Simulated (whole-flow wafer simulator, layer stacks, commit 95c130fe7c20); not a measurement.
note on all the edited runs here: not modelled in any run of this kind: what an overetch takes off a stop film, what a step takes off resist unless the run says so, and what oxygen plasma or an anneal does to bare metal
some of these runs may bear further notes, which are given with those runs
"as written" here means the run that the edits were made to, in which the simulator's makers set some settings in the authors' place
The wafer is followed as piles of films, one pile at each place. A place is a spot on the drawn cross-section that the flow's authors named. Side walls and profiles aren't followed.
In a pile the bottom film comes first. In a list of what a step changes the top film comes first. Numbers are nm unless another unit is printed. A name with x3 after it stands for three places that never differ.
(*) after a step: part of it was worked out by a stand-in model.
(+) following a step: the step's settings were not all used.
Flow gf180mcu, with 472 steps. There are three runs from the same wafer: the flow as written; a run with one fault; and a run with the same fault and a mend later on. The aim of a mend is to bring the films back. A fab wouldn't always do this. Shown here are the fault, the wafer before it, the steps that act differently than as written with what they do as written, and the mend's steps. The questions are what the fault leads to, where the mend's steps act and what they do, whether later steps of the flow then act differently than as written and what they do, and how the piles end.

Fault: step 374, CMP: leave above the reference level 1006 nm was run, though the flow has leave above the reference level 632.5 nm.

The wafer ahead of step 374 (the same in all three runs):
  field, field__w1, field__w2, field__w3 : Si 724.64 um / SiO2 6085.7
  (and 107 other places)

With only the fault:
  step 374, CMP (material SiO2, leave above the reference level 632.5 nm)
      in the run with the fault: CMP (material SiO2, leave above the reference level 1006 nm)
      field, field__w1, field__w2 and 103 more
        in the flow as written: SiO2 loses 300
        in the run with the fault: nothing
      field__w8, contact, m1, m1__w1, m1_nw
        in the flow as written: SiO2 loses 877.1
        in the run with the fault: SiO2 loses 503.9
  Later steps of the flow acting differently than as written (6 more steps, not shown, differ only slightly: by at most 2% or 0.5 nm, whichever is larger):
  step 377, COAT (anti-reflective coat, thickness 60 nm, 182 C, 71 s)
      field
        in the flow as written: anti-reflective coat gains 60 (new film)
        in the run with the fault: anti-reflective coat gains 89.3 (new film)
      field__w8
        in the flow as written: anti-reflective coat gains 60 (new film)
        in the run with the fault: anti-reflective coat gains 22.9 (new film)
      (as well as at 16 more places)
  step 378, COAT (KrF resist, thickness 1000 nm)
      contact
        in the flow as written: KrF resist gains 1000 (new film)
        in the run with the fault: KrF resist gains 972.2 (new film)
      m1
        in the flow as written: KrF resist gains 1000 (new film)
        in the run with the fault: KrF resist gains 967.8 (new film)
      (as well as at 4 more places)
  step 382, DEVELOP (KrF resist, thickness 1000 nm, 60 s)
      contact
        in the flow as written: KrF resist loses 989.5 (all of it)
        in the run with the fault: KrF resist loses 961.9 (all of it)
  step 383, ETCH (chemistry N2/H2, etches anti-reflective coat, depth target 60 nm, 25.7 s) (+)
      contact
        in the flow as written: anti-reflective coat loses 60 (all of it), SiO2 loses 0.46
        in the run with the fault: anti-reflective coat loses 28 (all of it), SiO2 loses 1.28
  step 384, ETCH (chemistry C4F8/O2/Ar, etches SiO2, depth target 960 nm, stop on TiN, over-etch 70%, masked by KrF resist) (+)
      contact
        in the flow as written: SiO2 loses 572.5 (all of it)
        in the run with the fault: SiO2 loses 944.8 (all of it)
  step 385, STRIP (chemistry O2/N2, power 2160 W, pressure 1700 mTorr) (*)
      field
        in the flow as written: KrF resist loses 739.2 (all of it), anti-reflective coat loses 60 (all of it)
        in the run with the fault: KrF resist loses 726.2 (all of it), anti-reflective coat loses 89.3 (all of it)
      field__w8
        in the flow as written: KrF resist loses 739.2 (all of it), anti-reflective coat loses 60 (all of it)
        in the run with the fault: KrF resist loses 730.4 (all of it), anti-reflective coat loses 22.9 (all of it)
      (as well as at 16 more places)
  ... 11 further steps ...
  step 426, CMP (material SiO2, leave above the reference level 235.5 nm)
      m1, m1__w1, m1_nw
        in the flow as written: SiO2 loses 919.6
        in the run with the fault: SiO2 loses 990.2
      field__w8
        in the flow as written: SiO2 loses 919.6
        in the run with the fault: SiO2 loses 990.1
  The piles end different from the flow's at field, field__w1, field__w2 and 109 more by more than 2% or 0.5 nm, whichever is larger.
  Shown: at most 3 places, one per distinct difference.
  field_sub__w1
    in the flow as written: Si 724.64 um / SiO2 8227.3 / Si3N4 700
    in the run with the fault: Si 724.64 um / SiO2 8527.2 / Si3N4 700
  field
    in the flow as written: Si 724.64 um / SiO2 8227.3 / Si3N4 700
    in the run with the fault: Si 724.64 um / SiO2 8527.3 / Si3N4 700
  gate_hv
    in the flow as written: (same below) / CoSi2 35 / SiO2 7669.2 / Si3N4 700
    in the run with the fault: (same below) / CoSi2 35 / SiO2 7969.1 / Si3N4 700

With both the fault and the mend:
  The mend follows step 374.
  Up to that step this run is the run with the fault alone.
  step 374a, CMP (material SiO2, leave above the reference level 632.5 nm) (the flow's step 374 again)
      field, field__w1, field__w2 and 103 more
        SiO2 loses 300
      field__w8, contact, m1, m1__w1, m1_nw
        SiO2 loses 373.2
  None of the later steps of the flow acts differently than as written at any place that is followed.
  At every place that both follow, the piles at the end match the flow's.
